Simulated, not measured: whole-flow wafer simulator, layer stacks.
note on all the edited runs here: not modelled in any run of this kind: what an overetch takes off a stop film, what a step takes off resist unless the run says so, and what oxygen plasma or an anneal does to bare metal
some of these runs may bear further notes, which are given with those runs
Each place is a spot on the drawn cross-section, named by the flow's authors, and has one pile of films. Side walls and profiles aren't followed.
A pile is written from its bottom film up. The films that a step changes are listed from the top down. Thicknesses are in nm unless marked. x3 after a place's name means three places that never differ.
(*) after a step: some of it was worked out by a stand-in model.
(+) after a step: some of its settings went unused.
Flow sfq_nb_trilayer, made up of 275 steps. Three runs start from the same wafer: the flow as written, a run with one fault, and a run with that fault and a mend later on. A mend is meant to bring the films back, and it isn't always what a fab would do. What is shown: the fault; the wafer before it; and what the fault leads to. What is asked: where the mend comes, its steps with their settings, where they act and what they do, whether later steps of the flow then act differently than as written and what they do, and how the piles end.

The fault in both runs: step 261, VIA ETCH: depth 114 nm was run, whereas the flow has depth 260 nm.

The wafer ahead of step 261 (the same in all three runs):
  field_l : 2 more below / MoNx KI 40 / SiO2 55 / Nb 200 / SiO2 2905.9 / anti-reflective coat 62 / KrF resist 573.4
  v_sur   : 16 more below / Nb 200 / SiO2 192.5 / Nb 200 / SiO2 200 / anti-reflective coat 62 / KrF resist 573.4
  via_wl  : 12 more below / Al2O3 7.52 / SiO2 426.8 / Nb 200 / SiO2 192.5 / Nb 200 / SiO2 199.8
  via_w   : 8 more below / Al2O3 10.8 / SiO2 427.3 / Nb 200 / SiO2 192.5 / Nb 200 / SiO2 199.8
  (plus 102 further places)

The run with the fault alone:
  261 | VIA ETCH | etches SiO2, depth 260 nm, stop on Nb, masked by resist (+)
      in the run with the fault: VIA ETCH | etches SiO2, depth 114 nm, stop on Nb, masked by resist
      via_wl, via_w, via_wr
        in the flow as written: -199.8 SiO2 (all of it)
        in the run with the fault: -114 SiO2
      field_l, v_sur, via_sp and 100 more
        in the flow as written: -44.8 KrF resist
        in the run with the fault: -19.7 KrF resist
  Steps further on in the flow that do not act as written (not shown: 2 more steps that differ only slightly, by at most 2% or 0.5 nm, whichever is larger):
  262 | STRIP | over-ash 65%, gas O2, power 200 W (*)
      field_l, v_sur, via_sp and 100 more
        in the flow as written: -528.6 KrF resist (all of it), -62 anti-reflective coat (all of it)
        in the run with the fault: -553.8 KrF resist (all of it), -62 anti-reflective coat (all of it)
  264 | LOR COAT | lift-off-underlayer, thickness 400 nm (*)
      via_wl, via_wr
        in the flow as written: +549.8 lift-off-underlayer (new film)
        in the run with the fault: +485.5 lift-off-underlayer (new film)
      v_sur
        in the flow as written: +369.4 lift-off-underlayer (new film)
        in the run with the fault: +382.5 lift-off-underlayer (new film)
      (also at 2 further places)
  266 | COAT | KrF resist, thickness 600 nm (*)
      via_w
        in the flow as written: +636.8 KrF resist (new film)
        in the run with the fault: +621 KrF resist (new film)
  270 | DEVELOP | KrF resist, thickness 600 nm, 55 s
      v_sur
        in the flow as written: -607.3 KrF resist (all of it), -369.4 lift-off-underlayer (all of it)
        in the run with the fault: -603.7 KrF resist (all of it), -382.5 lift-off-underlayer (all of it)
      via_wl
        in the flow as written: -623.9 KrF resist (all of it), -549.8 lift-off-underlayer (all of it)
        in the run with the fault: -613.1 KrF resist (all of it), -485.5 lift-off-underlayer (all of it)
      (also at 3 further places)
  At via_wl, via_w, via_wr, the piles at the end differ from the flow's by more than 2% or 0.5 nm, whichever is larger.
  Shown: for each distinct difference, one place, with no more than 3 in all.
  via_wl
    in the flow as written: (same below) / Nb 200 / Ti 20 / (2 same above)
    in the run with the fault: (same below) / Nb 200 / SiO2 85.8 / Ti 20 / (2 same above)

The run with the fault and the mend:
  After step 261 comes the mend.
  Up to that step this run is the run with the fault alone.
  261a | VIA ETCH | etches SiO2, depth 146 nm, stop on Nb, masked by resist (+) (a further turn of the flow's step 261, with different settings)
      field_l, v_sur, via_sp and 100 more
        -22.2 KrF resist
      via_wl, via_w, via_wr
        -85.8 SiO2 (all of it)
  Every later step of the flow that is run acts as written, at every place that is followed, to within 2% or 0.5 nm, whichever is larger.
  At every place that both follow, the piles at the end match the flow's.
